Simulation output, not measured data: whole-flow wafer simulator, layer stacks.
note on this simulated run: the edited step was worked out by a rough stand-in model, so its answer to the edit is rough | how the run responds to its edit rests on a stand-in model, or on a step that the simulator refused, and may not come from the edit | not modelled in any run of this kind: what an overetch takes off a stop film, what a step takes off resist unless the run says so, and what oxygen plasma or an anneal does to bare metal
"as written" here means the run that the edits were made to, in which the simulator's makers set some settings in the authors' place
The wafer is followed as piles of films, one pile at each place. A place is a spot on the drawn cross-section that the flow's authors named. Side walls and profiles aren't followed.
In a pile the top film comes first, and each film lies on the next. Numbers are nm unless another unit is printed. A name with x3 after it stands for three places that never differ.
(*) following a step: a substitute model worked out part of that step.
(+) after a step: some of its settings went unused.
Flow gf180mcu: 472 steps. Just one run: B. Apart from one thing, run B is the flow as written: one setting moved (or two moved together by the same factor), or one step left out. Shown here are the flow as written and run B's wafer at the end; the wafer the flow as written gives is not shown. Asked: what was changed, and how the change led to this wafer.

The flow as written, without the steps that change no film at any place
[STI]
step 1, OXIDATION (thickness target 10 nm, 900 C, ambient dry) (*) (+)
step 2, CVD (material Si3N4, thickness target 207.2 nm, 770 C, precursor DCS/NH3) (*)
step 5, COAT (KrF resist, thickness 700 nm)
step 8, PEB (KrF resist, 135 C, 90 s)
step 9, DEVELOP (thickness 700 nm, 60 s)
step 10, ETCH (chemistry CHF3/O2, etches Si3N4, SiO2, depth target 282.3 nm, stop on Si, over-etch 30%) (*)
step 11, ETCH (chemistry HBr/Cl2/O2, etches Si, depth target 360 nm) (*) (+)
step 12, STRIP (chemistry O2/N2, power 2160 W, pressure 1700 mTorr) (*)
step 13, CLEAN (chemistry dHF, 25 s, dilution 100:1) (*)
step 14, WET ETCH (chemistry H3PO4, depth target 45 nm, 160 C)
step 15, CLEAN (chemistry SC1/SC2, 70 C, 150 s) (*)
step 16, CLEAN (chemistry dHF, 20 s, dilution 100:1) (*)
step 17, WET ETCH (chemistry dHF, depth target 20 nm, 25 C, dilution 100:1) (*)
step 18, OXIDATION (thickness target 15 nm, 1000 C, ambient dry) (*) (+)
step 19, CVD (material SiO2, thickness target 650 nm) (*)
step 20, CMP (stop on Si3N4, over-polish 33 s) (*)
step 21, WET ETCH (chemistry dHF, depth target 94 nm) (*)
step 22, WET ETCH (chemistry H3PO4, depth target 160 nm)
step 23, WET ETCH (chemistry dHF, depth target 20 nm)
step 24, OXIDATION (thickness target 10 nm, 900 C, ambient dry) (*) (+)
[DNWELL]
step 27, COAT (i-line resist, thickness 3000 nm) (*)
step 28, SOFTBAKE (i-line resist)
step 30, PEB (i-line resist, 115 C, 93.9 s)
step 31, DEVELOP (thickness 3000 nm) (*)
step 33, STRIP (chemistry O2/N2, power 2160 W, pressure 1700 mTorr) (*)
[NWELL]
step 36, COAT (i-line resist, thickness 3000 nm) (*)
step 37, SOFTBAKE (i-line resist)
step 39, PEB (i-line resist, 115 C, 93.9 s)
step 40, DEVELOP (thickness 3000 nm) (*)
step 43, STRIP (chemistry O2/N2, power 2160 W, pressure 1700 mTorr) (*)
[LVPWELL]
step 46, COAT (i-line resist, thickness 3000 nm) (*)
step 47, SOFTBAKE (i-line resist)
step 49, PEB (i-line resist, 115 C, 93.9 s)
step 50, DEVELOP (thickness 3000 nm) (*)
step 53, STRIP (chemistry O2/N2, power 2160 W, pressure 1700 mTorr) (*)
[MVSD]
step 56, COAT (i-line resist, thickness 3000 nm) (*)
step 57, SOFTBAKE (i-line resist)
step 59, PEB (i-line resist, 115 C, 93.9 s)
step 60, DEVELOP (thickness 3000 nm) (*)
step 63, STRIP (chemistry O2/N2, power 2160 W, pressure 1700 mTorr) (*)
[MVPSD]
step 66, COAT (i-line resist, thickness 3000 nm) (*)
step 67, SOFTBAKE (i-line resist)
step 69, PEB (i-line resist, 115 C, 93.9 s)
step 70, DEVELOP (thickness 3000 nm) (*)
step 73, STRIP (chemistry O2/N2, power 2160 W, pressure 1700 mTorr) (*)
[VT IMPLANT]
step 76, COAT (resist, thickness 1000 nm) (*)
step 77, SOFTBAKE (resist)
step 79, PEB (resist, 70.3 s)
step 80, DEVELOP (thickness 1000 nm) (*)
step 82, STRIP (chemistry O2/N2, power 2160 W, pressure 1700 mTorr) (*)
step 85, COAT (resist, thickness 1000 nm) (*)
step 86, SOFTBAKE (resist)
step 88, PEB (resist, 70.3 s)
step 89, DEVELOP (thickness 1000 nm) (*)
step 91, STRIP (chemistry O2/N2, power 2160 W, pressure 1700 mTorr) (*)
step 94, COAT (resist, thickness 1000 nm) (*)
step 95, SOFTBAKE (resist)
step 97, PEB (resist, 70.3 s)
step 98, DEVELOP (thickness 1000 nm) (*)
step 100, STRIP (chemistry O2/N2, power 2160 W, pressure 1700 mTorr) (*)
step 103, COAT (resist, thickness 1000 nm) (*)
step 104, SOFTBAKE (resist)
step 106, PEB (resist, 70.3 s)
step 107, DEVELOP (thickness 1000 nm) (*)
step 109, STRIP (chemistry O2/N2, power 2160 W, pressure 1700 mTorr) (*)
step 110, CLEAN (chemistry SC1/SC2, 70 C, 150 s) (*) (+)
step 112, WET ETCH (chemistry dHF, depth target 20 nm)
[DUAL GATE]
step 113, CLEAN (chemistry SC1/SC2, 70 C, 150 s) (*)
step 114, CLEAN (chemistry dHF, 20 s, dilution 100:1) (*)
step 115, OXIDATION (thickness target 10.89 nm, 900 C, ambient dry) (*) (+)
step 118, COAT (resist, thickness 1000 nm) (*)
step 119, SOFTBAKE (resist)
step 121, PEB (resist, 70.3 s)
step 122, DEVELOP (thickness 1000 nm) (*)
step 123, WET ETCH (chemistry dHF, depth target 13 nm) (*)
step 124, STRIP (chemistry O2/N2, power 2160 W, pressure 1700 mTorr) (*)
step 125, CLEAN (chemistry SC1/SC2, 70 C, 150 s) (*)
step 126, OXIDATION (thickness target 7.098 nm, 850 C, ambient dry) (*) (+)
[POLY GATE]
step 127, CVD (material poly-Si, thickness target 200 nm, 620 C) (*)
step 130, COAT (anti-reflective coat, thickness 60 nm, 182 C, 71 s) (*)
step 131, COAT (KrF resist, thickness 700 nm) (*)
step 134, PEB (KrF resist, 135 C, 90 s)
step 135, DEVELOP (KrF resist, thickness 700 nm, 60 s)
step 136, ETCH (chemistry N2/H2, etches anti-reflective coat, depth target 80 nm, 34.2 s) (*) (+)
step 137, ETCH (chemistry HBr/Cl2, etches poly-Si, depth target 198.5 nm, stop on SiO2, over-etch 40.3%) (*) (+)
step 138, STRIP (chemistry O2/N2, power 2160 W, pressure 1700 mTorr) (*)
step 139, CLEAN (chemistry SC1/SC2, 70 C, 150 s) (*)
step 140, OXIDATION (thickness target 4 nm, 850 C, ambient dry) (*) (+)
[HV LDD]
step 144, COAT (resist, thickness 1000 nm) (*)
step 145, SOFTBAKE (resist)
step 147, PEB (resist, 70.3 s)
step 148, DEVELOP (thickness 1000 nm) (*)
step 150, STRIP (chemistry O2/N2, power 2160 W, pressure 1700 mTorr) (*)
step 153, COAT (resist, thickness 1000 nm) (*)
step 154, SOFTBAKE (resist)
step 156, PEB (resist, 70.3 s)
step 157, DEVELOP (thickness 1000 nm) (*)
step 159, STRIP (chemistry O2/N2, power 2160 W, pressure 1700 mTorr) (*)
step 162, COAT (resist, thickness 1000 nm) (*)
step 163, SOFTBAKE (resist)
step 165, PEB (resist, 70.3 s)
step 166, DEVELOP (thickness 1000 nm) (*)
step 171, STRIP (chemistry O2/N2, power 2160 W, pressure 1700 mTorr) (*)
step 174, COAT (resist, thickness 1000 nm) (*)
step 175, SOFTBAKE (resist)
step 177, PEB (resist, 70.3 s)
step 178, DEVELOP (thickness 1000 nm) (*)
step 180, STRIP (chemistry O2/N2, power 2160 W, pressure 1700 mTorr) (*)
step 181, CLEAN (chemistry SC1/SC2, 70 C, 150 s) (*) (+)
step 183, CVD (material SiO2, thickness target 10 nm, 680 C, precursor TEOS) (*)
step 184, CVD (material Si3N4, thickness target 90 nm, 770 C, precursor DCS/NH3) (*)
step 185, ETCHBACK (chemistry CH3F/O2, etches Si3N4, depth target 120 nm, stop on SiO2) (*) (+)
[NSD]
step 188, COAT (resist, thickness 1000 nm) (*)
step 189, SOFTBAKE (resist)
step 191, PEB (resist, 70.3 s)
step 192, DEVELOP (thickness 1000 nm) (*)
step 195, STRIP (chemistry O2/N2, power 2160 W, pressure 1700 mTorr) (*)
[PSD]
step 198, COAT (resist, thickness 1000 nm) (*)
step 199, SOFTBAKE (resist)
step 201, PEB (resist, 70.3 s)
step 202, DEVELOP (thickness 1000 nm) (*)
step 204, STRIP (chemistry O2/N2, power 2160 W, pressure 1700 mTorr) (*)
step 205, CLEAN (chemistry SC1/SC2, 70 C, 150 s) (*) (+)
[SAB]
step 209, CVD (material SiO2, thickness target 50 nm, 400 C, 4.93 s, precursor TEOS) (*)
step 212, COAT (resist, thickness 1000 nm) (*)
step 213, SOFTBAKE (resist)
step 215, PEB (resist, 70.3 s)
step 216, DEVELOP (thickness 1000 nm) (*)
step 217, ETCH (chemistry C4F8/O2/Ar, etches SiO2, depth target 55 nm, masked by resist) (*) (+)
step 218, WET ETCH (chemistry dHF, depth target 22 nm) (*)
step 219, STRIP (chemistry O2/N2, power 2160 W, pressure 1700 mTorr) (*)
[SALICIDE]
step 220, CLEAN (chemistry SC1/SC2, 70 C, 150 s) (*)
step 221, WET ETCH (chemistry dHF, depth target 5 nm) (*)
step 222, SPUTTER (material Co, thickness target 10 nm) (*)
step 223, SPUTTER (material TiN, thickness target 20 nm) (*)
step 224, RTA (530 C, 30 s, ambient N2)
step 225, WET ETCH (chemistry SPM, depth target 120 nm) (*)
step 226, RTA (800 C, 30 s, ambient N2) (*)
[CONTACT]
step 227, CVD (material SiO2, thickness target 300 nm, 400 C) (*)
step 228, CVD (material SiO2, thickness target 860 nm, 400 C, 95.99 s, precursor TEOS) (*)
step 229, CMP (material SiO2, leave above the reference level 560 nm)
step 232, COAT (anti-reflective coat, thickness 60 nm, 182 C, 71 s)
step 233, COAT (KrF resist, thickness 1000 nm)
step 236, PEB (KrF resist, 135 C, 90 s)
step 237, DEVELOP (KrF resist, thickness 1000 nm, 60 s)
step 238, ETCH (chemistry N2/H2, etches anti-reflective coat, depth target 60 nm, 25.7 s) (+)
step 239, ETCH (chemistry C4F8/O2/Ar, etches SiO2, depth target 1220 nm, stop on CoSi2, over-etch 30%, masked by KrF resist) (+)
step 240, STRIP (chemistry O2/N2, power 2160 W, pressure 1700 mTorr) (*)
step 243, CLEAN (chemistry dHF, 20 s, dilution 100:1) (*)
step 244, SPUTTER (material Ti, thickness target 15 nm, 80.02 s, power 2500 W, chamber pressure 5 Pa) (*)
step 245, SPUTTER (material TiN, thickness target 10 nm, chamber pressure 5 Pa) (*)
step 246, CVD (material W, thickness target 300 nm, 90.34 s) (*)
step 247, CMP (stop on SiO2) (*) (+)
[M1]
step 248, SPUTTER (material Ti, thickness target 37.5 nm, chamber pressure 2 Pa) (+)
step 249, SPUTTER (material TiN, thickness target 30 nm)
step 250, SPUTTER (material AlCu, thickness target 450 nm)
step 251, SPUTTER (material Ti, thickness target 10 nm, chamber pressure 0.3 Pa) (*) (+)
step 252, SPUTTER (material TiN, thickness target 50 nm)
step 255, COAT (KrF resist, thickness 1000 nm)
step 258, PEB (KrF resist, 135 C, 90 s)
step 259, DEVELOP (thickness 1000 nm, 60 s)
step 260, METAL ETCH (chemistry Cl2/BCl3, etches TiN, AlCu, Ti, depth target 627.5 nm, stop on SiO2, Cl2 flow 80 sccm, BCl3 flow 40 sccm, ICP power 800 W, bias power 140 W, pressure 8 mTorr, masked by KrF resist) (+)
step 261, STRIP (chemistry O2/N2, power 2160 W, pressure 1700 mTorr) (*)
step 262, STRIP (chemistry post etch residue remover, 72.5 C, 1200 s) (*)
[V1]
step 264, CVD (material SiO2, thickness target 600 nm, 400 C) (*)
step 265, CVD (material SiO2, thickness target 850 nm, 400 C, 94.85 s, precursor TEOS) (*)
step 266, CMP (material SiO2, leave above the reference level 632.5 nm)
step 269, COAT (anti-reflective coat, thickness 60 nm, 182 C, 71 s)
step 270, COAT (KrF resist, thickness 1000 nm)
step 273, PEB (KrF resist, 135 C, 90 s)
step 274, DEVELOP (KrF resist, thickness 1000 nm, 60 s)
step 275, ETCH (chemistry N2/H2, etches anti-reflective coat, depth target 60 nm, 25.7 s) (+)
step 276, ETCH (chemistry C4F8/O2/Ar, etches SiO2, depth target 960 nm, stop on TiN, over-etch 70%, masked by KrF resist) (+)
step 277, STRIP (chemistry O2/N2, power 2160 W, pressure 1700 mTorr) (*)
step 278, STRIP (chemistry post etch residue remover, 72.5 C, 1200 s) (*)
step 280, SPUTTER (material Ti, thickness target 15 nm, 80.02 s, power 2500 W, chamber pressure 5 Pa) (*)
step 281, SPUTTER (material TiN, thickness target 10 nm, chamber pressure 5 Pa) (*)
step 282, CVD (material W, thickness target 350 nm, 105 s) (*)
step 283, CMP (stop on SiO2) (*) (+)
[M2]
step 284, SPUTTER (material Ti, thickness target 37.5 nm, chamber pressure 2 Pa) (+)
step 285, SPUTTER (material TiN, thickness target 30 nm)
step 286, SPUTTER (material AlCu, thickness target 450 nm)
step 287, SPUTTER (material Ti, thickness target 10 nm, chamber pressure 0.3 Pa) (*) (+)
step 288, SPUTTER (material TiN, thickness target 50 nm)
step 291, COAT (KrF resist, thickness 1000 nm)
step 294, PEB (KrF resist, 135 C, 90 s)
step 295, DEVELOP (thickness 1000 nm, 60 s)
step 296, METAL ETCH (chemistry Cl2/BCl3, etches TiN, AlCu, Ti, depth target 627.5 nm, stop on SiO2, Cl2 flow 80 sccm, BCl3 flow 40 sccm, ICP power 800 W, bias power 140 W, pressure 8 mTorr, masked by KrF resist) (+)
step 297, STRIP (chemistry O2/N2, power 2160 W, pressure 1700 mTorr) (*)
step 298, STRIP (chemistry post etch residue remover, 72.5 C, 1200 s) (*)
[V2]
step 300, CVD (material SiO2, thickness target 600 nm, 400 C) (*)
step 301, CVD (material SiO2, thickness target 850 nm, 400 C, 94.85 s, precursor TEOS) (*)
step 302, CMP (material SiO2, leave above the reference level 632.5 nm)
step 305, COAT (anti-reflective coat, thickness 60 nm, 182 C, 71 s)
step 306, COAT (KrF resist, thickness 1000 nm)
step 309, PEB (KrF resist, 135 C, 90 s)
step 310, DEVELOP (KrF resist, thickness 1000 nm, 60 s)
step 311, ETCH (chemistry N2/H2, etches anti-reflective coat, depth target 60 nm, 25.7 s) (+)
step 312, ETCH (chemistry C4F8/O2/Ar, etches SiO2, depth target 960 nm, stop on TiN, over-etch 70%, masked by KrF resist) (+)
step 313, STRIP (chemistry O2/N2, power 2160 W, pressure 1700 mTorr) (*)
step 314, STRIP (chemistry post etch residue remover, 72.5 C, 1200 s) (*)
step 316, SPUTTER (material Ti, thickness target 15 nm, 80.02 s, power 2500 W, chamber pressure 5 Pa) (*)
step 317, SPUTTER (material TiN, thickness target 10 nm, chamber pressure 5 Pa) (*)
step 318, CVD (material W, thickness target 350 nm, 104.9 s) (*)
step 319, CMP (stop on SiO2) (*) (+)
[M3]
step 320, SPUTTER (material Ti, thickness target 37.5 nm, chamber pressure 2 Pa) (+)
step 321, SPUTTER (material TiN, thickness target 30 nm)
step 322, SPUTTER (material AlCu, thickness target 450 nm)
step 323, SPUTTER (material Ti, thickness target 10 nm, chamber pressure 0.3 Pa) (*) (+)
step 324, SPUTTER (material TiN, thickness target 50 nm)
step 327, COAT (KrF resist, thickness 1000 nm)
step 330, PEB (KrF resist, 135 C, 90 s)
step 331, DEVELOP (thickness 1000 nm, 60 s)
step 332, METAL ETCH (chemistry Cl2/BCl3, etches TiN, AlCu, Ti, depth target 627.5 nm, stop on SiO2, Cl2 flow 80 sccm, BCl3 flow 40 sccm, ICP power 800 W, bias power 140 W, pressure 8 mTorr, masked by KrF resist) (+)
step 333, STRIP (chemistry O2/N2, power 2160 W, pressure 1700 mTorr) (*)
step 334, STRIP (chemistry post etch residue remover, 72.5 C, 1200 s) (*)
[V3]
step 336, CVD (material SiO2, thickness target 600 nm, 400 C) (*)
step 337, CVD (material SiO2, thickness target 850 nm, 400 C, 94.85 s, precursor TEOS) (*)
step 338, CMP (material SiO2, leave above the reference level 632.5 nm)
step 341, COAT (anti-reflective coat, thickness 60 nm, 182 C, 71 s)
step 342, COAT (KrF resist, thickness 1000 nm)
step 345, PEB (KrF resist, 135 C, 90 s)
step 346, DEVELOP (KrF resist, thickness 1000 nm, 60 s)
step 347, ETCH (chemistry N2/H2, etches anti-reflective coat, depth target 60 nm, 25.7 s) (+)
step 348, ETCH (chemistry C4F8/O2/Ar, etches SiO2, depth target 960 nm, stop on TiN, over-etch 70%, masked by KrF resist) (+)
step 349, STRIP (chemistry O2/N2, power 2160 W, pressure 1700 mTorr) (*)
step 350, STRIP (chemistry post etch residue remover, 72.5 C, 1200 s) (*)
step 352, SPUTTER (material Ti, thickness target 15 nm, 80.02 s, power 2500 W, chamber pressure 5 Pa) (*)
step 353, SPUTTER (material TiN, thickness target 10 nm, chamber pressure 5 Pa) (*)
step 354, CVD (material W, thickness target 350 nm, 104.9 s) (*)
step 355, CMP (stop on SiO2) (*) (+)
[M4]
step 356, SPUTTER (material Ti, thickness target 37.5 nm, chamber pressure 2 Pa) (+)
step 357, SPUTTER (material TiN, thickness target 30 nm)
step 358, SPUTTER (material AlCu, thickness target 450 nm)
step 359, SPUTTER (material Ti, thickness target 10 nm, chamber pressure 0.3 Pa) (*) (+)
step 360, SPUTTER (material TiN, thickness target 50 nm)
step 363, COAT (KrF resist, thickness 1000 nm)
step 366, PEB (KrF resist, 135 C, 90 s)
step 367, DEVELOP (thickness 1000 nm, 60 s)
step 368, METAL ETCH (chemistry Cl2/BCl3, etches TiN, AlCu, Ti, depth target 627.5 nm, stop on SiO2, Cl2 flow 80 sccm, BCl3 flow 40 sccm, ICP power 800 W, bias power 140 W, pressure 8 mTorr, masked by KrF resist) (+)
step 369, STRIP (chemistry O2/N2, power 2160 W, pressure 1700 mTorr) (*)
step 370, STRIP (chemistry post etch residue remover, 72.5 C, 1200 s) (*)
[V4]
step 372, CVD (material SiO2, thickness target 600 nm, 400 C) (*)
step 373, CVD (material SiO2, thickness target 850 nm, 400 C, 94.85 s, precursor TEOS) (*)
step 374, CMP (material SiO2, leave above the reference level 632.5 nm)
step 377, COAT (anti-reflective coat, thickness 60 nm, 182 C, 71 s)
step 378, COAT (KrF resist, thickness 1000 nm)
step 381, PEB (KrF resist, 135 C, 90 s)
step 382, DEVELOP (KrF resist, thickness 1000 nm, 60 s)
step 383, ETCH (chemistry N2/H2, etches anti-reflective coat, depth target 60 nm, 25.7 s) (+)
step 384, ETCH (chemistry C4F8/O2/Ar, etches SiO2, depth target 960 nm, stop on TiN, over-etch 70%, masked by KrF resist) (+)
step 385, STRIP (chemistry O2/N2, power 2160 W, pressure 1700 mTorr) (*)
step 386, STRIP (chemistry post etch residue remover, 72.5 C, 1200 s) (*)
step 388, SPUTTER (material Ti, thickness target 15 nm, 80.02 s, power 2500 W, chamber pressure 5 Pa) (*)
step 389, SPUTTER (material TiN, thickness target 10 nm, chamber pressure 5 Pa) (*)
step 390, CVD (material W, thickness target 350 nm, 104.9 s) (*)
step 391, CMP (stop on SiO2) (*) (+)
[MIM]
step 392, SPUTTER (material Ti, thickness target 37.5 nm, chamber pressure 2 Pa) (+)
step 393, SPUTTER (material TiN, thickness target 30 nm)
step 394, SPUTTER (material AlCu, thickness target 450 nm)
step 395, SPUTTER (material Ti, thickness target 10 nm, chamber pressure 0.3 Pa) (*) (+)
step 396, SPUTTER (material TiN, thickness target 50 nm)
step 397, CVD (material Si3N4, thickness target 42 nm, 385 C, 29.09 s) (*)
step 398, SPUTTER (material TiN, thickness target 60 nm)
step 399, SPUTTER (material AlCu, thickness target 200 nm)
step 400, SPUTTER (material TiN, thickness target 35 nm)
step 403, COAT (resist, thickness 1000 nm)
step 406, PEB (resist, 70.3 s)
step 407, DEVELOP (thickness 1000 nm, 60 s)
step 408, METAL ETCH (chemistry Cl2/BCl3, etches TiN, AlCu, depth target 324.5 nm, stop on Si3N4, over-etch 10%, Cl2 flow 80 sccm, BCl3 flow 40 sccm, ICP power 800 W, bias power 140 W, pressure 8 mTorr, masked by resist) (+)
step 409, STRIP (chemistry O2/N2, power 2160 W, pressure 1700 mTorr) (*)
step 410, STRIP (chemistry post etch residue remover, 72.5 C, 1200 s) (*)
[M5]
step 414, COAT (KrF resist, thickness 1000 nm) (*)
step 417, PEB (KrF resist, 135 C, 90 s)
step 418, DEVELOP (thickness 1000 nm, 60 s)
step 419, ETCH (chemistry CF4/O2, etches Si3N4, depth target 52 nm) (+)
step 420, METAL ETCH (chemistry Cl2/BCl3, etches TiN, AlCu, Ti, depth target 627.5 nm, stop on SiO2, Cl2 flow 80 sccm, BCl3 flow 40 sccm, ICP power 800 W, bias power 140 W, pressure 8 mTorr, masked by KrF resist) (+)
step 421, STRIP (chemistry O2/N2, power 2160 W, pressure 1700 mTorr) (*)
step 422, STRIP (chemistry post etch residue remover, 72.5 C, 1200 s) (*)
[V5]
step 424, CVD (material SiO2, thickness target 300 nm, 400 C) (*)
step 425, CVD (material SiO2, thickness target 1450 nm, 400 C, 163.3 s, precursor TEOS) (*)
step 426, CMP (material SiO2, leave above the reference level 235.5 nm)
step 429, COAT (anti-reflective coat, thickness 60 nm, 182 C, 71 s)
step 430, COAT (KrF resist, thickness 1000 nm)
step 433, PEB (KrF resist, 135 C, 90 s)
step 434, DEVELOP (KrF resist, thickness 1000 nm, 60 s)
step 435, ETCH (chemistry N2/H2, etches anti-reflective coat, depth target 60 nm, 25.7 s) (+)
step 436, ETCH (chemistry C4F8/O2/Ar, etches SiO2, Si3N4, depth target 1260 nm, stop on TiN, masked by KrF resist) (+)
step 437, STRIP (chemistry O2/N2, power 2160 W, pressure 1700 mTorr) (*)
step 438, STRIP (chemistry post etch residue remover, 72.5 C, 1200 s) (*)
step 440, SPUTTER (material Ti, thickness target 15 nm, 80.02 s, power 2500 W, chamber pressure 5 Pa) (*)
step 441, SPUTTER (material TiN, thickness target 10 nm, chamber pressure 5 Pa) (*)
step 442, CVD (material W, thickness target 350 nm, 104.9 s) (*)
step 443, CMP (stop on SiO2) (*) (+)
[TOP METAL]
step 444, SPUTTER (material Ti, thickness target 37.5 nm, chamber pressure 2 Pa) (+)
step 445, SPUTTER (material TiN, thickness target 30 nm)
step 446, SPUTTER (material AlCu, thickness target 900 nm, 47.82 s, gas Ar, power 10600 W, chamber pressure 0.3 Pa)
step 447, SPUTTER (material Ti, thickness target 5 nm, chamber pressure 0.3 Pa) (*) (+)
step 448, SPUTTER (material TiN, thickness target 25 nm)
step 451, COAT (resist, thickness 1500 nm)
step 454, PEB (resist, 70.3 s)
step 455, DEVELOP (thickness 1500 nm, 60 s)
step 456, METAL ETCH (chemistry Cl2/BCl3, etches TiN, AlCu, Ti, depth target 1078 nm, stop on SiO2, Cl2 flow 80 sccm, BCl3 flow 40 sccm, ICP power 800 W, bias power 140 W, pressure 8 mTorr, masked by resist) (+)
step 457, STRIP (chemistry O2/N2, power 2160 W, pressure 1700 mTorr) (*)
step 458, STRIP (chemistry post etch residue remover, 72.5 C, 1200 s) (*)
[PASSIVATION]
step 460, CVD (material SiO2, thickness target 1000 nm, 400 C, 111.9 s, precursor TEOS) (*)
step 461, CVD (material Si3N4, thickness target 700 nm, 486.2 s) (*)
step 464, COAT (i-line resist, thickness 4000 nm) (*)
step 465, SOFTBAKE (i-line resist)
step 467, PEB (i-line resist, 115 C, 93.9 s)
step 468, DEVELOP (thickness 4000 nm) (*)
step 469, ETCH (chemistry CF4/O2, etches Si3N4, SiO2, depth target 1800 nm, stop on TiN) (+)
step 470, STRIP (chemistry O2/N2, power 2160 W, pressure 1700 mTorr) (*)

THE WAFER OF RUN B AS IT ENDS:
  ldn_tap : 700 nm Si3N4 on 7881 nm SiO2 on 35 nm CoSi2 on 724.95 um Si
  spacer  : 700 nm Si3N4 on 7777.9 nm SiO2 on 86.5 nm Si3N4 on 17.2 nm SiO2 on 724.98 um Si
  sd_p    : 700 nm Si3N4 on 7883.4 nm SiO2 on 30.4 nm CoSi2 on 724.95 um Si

Cause: step 209, CVD: thickness target 76.5 nm was run, whereas the flow has thickness target 50 nm; step 209, CVD: 7.543 s was run, where the flow has 4.93 s.

How this came from the change, step by step:
  step 209, CVD (material SiO2, thickness target 50 nm, 400 C, 4.93 s, precursor TEOS) (*)
      field, field__w7, field__w8 and 73 more: SiO2 gains 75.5 (in the flow as written it would be: SiO2 gains 50)
      field_sub__w1, field_sub__w3, field_sub__w4, field_sub__w5, ld_drift_n, nplus_u: SiO2 gains 73.9 (in the flow as written it would be: SiO2 gains 48.9)
      (as well as at 27 more places)
  step 217, ETCH (chemistry C4F8/O2/Ar, etches SiO2, depth target 55 nm, masked by resist) (*) (+)
      spacer: SiO2 loses 55 (in the flow as written it would be: SiO2 loses 50 (all of it), Si3N4 loses 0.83)
  step 218, WET ETCH (chemistry dHF, depth target 22 nm) (*)
      ldn_tap, ldn_src, ldn_drn, ldp_tap, ldp_src, ldp_drn, ldp_gr: SiO2 loses 39 (in the flow as written it would be: SiO2 loses 16 (all of it))
      ld_drn_n, ld_sd_p: SiO2 loses 37.7 (in the flow as written it would be: SiO2 loses 14.8 (all of it))
      (as well as at 91 more places)
  step 219, STRIP (chemistry O2/N2, power 2160 W, pressure 1700 mTorr) (*)
      active_hv, active_nat, ld_sd_n and 11 more: nothing (in the flow as written it would be: chemical SiO2 gains 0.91 (new film), Si loses 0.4)
  step 221, WET ETCH (chemistry dHF, depth target 5 nm) (*)
      ldn_tap, ldp_tap, ldp_src, ldp_drn, ldp_gr: SiO2 loses 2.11 (all of it) (in the flow as written it would be: chemical SiO2 loses 0.76 (all of it))
      ld_drn_n, ld_sd_p: SiO2 loses 1.66 (all of it) (in the flow as written it would be: chemical SiO2 loses 0.76 (all of it))
      (as well as at 7 more places)
  step 223, SPUTTER (material TiN, thickness target 20 nm) (*)
      field__w12: TiN gains 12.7 (new film) (in the flow as written it would be: TiN gains 12 (new film))
      sd_p: TiN gains 17.1 (new film) (in the flow as written it would be: TiN gains 17.9 (new film))
      (as well as at 1 more place)
  step 224, RTA (530 C, 30 s, ambient N2)
      sd_p: under 1 film: CoSi gains 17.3 (new film), Co loses 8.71 (all of it), Si loses 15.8 (in the flow as written it would be: under 1 film: CoSi gains 18.1 (new film), Co loses 9.09 (all of it), Si loses 16.5)
  step 225, WET ETCH (chemistry SPM, depth target 120 nm) (*)
      field__w12: TiN loses 12.7 (all of it), Co loses 6.45 (all of it) (in the flow as written it would be: TiN loses 12 (all of it), Co loses 6.15 (all of it))
      sd_p: TiN loses 17.1 (all of it) (in the flow as written it would be: TiN loses 17.9 (all of it))
      (as well as at 1 more place)
  step 226, RTA (800 C, 30 s, ambient N2) (*)
      sd_p: CoSi2 gains 30.4 (new film), CoSi loses 17.3 (all of it), Si loses 15.8 (in the flow as written it would be: CoSi2 gains 31.8 (new film), CoSi loses 18.1 (all of it), Si loses 16.5)
  step 229, CMP (material SiO2, leave above the reference level 560 nm)
      ldn_sep__w1, ldn_sep__w2, ldn_dft and 8 more: SiO2 loses 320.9 (in the flow as written it would be: SiO2 loses 311)
      sti, mim_1p0, pad, dice_street, iso_nw_fld, iso_fld_sub: SiO2 loses 306.7 (in the flow as written it would be: SiO2 loses 296.8)
      (as well as at 44 more places)
